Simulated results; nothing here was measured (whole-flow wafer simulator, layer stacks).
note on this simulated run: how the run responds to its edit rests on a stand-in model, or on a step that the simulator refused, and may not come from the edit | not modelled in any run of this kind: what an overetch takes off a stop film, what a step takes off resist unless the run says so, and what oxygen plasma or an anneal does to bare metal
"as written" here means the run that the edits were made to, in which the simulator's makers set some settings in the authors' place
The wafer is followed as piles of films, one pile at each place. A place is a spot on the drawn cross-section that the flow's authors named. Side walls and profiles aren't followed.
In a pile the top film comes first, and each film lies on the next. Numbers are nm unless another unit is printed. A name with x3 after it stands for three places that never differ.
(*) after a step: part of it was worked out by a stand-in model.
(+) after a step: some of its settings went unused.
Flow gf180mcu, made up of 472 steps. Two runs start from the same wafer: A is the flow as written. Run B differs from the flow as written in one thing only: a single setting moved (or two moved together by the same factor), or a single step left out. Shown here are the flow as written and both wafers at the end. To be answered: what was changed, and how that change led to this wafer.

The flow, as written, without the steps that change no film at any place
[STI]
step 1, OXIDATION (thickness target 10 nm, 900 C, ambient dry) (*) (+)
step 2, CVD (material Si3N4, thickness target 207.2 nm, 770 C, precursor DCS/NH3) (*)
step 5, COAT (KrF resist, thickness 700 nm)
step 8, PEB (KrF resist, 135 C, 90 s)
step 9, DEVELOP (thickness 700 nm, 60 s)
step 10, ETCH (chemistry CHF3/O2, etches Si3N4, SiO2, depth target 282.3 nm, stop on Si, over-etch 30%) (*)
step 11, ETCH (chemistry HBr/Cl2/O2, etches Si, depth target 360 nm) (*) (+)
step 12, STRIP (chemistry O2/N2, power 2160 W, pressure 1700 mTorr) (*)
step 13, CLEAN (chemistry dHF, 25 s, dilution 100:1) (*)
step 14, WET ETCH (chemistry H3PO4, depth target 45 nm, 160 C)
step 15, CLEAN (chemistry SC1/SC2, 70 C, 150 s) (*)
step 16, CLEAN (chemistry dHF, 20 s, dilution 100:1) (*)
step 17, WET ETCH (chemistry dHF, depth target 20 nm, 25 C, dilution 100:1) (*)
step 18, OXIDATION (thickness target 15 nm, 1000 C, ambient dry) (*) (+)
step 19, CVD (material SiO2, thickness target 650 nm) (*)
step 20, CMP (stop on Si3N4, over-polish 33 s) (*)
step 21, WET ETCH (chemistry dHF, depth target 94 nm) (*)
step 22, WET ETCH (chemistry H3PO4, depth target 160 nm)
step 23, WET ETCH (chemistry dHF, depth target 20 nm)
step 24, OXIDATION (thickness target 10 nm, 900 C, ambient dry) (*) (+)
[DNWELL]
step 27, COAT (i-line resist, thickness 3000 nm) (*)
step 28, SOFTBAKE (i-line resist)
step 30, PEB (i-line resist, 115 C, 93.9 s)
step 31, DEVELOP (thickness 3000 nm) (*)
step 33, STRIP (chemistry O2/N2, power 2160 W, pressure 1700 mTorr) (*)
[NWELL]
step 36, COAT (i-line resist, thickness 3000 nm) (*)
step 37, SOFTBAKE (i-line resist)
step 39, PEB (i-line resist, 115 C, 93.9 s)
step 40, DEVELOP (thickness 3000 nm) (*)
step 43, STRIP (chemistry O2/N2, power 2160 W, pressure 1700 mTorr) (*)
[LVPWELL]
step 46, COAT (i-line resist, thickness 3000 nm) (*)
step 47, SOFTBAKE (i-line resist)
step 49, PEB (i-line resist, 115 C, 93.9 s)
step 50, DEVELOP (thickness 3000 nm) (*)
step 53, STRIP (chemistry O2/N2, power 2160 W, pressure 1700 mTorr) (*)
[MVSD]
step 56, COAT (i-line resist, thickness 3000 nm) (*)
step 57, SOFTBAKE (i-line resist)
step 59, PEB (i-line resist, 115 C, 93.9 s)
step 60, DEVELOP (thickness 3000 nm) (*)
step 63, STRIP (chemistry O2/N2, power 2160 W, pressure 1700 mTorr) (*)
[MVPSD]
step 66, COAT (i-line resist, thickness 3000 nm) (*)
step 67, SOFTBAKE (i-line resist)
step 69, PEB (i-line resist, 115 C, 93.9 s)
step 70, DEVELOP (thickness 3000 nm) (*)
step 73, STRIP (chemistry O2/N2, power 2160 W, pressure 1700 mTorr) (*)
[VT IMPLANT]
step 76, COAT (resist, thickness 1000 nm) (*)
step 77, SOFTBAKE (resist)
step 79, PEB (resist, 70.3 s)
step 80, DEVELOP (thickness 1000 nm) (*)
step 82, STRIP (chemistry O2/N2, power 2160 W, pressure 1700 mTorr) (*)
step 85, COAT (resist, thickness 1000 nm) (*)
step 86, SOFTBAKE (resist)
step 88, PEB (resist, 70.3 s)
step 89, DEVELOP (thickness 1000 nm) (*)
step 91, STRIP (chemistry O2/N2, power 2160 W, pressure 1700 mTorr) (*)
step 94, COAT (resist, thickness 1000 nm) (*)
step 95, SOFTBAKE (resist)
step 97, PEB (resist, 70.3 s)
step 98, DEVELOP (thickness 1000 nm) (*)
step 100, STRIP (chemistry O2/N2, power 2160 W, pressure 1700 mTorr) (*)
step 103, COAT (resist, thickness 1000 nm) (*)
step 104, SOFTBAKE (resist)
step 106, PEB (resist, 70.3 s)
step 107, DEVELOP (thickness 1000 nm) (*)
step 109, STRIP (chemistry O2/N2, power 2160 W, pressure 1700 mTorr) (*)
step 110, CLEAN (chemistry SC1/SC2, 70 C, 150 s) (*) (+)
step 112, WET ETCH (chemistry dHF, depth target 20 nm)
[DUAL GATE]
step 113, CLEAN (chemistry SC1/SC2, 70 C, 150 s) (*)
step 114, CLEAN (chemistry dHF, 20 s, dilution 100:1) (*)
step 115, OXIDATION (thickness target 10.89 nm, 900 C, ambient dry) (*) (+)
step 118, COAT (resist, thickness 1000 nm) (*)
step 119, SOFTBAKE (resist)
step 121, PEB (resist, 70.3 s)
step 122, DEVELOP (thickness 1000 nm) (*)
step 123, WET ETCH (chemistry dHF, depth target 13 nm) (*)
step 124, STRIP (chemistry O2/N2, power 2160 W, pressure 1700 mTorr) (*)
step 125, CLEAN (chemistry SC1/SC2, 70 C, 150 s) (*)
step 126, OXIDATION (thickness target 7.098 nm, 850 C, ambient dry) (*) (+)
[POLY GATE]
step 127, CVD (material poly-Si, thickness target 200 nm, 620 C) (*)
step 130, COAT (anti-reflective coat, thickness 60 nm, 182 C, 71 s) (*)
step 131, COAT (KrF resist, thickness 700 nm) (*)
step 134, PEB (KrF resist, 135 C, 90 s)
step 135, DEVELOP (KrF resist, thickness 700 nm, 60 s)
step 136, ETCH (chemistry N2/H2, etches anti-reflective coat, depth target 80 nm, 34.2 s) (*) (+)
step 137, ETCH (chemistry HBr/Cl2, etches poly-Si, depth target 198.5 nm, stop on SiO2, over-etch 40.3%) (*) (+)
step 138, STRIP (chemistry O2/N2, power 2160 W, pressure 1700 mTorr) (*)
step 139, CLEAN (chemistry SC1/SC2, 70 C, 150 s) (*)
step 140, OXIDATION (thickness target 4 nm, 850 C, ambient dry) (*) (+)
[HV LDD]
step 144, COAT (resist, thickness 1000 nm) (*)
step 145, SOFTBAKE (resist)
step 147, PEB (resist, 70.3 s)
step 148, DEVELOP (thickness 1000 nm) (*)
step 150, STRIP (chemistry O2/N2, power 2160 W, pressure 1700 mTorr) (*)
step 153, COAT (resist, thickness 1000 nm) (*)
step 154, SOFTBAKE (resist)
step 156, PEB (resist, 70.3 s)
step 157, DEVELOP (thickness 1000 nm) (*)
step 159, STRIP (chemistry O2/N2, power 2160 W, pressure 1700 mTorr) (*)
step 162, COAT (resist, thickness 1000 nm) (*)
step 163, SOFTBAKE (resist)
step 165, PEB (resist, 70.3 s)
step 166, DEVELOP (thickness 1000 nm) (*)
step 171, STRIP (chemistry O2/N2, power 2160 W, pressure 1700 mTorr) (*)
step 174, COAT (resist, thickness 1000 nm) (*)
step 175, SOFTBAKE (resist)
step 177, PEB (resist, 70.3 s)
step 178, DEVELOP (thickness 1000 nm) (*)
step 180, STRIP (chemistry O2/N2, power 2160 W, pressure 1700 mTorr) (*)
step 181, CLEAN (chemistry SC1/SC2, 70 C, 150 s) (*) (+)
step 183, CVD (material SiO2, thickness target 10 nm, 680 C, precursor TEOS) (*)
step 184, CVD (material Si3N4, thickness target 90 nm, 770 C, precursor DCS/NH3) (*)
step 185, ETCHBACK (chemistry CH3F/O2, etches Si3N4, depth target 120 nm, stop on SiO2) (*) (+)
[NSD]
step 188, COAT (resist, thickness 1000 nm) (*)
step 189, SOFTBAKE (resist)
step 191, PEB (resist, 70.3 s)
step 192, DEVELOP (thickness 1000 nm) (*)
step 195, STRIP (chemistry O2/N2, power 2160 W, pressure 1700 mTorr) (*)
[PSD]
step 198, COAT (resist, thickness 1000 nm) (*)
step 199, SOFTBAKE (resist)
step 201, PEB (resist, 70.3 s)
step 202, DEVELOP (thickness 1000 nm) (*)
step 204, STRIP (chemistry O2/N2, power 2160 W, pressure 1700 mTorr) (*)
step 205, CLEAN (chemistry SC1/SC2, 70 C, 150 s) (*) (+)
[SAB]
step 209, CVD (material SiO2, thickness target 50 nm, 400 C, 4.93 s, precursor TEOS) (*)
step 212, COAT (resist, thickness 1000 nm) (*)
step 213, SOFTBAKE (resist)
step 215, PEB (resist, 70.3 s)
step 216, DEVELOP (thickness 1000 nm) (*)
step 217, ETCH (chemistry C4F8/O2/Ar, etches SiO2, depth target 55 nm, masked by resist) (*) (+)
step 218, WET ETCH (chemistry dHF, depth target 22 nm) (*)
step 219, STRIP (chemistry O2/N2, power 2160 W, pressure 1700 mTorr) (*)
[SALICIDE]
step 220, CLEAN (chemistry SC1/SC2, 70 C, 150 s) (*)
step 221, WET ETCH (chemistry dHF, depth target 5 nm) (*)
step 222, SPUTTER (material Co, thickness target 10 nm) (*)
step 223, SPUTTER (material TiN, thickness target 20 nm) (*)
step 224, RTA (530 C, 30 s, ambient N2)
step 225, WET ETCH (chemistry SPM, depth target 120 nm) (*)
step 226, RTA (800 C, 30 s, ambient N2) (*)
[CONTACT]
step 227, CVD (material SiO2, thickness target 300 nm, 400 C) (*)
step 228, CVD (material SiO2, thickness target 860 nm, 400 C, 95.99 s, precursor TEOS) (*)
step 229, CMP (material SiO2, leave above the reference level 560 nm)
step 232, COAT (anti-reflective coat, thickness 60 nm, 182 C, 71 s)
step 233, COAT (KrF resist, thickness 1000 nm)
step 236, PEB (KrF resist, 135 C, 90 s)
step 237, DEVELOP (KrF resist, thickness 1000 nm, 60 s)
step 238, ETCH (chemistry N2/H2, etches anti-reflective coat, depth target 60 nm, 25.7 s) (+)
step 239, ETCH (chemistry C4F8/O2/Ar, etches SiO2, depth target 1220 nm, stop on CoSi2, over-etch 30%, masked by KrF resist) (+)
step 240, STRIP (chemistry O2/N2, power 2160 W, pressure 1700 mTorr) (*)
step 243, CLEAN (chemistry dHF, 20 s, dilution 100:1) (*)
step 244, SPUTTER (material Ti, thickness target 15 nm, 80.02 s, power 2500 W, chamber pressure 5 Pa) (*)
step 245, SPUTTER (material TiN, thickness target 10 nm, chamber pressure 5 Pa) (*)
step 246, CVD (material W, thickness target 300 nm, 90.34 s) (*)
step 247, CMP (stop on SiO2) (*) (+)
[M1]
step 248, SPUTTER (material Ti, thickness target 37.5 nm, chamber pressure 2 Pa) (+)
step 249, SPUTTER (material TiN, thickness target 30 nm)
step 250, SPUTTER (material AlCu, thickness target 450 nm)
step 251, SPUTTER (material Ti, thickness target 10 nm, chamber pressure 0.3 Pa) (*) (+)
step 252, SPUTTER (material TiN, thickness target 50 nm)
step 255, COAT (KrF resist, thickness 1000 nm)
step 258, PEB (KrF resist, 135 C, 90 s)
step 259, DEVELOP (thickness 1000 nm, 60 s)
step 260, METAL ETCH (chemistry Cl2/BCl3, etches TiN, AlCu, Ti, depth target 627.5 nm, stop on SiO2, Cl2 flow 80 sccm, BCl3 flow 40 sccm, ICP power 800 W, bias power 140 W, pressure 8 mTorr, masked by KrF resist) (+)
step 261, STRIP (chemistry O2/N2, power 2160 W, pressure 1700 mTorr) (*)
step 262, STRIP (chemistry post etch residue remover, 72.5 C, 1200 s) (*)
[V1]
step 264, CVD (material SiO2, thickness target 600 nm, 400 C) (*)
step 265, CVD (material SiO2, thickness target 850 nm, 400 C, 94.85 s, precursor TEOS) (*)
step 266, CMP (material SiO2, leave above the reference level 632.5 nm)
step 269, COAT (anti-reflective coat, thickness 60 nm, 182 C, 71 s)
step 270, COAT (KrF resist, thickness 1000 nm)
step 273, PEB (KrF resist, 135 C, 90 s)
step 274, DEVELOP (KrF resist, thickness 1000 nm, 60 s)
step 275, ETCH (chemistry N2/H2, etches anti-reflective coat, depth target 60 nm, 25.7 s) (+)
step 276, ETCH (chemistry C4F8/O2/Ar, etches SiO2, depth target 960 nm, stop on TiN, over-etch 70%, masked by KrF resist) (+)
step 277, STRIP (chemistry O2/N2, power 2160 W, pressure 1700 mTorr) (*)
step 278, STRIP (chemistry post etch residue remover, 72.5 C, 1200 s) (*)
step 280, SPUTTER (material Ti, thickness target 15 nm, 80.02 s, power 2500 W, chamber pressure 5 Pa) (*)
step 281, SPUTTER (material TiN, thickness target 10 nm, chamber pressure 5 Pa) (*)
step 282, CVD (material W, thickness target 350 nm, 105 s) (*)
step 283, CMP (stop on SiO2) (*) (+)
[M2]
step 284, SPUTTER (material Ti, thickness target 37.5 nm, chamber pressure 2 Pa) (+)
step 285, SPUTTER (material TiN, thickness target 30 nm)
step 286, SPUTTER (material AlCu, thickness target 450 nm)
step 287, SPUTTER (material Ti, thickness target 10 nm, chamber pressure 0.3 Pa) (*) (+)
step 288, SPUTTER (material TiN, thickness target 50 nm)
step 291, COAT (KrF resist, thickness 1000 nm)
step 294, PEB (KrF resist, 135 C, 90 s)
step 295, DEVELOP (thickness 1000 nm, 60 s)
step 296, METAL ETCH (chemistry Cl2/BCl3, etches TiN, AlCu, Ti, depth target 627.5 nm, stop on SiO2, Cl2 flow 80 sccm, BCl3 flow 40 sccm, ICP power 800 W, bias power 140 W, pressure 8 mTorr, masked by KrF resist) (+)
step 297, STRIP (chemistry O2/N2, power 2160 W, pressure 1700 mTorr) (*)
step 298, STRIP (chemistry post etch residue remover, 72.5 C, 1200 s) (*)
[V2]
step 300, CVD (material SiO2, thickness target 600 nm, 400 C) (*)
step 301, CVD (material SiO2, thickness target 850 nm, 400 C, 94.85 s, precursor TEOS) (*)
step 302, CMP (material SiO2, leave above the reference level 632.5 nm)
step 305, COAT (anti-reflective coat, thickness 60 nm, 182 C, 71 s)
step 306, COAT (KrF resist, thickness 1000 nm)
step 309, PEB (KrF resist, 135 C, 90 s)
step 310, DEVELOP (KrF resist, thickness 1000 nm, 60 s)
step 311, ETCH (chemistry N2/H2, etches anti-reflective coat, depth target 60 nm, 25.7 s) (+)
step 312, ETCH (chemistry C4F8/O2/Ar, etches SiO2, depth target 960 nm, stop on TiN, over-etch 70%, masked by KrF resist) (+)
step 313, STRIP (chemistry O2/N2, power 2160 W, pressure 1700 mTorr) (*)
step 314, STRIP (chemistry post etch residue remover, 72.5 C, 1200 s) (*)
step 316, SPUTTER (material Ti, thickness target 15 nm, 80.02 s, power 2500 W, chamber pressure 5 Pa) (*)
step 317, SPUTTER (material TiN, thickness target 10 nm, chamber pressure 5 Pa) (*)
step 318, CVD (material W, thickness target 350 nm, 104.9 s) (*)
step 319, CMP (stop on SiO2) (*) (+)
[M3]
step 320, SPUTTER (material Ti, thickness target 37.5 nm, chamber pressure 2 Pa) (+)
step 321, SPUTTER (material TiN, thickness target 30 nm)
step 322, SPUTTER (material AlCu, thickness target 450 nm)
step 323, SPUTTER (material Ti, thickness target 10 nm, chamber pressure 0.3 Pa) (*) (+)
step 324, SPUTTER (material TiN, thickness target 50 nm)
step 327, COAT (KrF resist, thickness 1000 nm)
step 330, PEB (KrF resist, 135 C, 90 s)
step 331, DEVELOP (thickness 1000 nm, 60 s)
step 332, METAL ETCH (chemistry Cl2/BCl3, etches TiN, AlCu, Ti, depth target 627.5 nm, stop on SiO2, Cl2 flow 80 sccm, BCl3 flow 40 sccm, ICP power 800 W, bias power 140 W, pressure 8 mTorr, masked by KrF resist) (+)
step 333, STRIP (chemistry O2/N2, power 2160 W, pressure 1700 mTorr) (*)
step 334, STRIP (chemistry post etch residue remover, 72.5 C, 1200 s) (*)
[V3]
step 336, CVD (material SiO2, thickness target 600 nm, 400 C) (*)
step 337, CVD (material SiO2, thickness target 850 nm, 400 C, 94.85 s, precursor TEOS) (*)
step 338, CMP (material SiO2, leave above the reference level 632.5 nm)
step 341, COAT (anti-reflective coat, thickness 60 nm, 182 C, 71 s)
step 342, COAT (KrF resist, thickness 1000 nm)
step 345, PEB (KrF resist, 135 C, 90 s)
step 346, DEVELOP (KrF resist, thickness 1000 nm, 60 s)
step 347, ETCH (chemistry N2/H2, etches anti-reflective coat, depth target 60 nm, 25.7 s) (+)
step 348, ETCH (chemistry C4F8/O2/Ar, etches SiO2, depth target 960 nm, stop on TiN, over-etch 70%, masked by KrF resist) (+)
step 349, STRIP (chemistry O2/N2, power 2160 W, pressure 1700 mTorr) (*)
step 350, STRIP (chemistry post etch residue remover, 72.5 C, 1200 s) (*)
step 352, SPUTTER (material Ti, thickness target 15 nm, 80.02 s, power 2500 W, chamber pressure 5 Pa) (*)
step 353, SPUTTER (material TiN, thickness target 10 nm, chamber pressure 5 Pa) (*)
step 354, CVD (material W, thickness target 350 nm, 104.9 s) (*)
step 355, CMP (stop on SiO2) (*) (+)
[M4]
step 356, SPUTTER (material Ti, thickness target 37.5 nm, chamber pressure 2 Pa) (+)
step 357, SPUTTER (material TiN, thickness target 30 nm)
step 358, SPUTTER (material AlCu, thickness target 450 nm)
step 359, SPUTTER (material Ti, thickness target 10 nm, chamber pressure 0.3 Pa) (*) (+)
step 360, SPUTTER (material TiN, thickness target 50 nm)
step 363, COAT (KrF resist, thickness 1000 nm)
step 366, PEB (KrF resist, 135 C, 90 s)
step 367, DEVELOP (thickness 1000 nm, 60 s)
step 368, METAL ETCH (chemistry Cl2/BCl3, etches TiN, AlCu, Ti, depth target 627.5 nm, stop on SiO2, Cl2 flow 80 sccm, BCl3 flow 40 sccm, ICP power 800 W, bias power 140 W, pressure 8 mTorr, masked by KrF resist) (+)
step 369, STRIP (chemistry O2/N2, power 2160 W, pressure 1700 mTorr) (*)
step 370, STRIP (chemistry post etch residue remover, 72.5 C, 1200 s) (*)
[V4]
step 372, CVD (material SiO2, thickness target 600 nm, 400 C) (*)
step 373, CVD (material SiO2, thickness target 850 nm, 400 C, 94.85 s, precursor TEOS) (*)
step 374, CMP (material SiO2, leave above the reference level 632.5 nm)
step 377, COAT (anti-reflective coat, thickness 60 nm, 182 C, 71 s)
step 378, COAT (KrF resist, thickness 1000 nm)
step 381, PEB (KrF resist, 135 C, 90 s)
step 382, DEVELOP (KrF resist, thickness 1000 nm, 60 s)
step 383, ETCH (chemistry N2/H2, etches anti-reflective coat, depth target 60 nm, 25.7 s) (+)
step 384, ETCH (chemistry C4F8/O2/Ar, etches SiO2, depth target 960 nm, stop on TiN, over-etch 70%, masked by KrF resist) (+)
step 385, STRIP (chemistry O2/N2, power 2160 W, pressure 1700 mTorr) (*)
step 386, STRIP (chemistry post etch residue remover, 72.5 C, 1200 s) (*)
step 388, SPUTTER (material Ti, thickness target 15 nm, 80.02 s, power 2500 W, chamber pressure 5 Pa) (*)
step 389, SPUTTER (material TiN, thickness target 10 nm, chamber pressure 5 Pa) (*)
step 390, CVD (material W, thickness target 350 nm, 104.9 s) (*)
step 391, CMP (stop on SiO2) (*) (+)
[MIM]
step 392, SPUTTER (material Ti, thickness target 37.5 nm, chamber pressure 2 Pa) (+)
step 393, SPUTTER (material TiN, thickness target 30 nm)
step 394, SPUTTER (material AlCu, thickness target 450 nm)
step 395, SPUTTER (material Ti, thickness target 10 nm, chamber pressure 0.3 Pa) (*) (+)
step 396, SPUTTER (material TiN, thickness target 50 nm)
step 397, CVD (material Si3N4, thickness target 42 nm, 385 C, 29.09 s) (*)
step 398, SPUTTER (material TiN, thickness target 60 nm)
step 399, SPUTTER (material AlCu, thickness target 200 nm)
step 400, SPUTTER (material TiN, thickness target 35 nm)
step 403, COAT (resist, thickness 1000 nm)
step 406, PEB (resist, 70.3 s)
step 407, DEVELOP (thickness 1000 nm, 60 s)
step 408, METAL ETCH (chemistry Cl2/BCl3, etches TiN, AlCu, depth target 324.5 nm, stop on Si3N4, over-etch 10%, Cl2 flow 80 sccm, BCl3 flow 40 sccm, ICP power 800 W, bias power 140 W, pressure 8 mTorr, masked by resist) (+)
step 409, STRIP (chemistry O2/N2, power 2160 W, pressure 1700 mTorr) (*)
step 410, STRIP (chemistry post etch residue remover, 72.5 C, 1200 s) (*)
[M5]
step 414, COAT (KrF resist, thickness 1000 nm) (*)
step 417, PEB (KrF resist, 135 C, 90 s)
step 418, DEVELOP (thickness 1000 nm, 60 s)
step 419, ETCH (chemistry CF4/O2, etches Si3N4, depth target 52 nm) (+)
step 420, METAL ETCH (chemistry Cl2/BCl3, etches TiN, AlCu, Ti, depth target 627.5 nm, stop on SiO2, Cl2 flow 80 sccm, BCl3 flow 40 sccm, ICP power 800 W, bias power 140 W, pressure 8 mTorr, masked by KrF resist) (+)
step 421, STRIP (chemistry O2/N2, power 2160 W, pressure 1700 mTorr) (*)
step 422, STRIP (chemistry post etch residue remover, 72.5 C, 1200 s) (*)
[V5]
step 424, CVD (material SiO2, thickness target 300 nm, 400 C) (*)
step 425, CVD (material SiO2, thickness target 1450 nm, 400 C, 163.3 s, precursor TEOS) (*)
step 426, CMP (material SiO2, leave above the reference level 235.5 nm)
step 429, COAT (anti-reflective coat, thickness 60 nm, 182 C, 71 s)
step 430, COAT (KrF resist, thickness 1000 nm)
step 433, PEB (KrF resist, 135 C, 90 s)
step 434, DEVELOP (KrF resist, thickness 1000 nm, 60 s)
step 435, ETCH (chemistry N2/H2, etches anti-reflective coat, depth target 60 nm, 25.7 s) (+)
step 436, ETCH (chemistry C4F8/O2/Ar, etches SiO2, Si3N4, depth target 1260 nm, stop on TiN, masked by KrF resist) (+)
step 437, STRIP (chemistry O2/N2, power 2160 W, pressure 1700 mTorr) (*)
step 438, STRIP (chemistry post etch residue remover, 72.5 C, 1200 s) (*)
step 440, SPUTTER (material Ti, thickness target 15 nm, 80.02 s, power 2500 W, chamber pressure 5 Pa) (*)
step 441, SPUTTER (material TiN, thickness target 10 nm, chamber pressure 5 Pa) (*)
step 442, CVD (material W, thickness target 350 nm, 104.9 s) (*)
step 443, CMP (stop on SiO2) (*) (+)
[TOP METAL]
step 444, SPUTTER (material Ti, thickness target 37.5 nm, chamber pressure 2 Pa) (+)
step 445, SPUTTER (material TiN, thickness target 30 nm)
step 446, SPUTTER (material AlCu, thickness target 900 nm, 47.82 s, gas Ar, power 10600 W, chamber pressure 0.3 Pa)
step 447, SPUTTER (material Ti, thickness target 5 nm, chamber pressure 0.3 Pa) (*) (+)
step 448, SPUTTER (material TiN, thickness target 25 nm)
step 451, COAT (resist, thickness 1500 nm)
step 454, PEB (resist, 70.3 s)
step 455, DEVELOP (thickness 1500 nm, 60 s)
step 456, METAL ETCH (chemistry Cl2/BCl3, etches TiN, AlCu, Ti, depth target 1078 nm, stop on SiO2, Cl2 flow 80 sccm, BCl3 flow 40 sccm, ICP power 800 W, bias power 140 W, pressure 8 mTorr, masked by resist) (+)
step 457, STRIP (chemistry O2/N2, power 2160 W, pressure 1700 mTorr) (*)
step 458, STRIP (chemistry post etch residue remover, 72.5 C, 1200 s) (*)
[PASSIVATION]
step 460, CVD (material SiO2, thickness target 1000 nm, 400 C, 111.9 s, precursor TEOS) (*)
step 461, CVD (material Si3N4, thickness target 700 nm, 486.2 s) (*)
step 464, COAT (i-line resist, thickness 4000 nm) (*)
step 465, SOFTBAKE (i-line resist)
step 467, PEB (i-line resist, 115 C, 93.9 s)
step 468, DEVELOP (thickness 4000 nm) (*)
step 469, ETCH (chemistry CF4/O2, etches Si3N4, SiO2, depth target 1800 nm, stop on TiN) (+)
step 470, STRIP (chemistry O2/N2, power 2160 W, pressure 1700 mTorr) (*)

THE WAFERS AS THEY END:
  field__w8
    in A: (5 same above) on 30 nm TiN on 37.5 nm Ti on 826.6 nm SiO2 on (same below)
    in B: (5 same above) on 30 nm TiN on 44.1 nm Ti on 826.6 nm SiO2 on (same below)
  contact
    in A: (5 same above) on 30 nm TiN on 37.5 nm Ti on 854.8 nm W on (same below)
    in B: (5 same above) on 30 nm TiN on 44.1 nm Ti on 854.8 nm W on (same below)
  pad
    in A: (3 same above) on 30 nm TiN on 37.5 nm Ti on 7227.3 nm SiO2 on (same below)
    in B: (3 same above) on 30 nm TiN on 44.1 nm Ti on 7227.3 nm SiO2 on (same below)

The reason: step 444, SPUTTER: thickness target 44.1 nm was run, though the flow has thickness target 37.5 nm.
The wafer itself shows it: field__w8 has Ti 44.1, and step 444 as written asks for 37.5 nm.

The path from the change to this, step by step:
  step 444, SPUTTER (material Ti, thickness target 37.5 nm, chamber pressure 2 Pa) (+)
      field, field__w1, field__w2 and 109 more: A +37.5 Ti (new film) | B +44.1 Ti (new film)
  step 456, METAL ETCH (chemistry Cl2/BCl3, etches TiN, AlCu, Ti, depth target 1078 nm, stop on SiO2, Cl2 flow 80 sccm, BCl3 flow 40 sccm, ICP power 800 W, bias power 140 W, pressure 8 mTorr, masked by resist) (+)
      field, field__w1, field__w2 and 103 more: A -25 TiN (all of it), -5 Ti (all of it), -900 AlCu (all of it), -30 TiN (all of it), -37.5 Ti (all of it) | B -25 TiN (all of it), -5 Ti (all of it), -900 AlCu (all of it), -30 TiN (all of it), -44.1 Ti (all of it)
  step 465, SOFTBAKE (i-line resist)
      gate: A +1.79 i-line resist | B -0.3 i-line resist
      ld_acc_p, ld_fp_p, ld_drift_p: A +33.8 i-line resist | B +27.2 i-line resist
      (also at 56 further places)
